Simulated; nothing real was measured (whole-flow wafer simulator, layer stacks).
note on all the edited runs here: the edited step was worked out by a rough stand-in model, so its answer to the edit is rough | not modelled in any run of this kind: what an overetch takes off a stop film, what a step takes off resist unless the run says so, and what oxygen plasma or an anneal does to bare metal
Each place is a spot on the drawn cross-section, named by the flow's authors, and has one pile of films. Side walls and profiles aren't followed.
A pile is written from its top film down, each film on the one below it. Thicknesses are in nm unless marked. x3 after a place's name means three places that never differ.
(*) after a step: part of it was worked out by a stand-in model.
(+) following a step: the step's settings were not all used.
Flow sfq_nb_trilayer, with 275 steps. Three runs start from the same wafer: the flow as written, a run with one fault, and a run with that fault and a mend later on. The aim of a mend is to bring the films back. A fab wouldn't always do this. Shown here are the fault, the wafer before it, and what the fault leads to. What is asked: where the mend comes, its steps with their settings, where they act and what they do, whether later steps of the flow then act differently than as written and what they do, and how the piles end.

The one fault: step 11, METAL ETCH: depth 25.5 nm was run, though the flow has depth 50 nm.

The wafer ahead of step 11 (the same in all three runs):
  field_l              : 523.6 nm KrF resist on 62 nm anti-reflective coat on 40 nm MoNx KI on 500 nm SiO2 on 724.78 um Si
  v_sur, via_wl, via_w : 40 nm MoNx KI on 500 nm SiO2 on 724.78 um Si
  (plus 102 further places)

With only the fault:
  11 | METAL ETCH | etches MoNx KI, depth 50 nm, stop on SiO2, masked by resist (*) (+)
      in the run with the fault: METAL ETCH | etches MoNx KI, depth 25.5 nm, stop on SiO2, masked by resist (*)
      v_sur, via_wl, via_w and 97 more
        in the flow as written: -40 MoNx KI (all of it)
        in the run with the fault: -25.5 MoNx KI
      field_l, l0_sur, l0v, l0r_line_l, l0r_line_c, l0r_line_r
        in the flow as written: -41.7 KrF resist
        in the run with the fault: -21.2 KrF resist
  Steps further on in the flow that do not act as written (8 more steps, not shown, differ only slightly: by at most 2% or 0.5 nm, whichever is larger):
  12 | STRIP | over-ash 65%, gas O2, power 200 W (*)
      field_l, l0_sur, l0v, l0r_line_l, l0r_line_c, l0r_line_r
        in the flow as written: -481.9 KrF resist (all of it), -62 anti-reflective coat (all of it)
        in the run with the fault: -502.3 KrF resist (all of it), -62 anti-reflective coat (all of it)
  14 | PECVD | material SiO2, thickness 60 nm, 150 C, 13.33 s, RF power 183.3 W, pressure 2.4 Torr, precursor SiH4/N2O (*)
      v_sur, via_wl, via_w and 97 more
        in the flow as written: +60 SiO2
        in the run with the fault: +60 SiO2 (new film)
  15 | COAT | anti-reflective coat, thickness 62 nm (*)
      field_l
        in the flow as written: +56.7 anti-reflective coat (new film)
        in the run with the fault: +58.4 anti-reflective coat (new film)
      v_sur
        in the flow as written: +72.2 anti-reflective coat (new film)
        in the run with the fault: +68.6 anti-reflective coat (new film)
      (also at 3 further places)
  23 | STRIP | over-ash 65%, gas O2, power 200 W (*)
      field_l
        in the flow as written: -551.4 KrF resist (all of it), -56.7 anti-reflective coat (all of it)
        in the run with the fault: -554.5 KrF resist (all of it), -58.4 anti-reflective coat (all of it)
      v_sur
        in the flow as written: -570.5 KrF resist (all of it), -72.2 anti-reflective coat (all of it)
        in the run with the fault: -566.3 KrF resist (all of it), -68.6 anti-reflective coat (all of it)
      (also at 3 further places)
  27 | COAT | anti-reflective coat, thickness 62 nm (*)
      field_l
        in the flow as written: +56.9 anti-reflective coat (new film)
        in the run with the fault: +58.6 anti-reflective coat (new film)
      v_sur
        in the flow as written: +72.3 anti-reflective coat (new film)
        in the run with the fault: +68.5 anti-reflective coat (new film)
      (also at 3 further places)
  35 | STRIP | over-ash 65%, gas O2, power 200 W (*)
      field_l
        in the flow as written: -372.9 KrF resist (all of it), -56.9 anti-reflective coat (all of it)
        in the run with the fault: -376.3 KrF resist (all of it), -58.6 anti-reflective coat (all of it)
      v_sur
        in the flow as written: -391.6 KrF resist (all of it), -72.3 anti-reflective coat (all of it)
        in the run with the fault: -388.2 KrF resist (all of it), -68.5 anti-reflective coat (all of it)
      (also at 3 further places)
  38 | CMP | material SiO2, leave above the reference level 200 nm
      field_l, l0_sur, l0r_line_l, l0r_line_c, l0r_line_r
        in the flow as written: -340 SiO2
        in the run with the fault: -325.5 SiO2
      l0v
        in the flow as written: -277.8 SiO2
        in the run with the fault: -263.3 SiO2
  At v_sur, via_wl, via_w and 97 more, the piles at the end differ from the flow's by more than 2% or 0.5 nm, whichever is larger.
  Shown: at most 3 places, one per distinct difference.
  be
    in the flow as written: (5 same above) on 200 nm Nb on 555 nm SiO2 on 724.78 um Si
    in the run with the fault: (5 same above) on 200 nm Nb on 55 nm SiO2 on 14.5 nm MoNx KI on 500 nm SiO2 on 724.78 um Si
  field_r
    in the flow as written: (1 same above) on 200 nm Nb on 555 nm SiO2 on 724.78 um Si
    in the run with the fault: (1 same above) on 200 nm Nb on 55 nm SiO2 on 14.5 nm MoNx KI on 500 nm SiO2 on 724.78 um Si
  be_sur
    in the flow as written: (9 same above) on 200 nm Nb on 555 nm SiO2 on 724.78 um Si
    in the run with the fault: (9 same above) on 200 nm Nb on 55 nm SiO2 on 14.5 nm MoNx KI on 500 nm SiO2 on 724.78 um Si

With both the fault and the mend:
  The mend follows step 11.
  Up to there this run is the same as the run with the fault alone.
  11a | METAL ETCH | etches MoNx KI, depth 24.5 nm, stop on SiO2, masked by resist (+) (a further turn of the flow's step 11, with different settings)
      v_sur, via_wl, via_w and 97 more
        -14.5 MoNx KI (all of it)
      field_l, l0_sur, l0v, l0r_line_l, l0r_line_c, l0r_line_r
        -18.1 KrF resist
  Every later step of the flow that is run acts as written, at every place that is followed, to within 2% or 0.5 nm, whichever is larger.
  At every place that both follow, the piles at the end match the flow's.
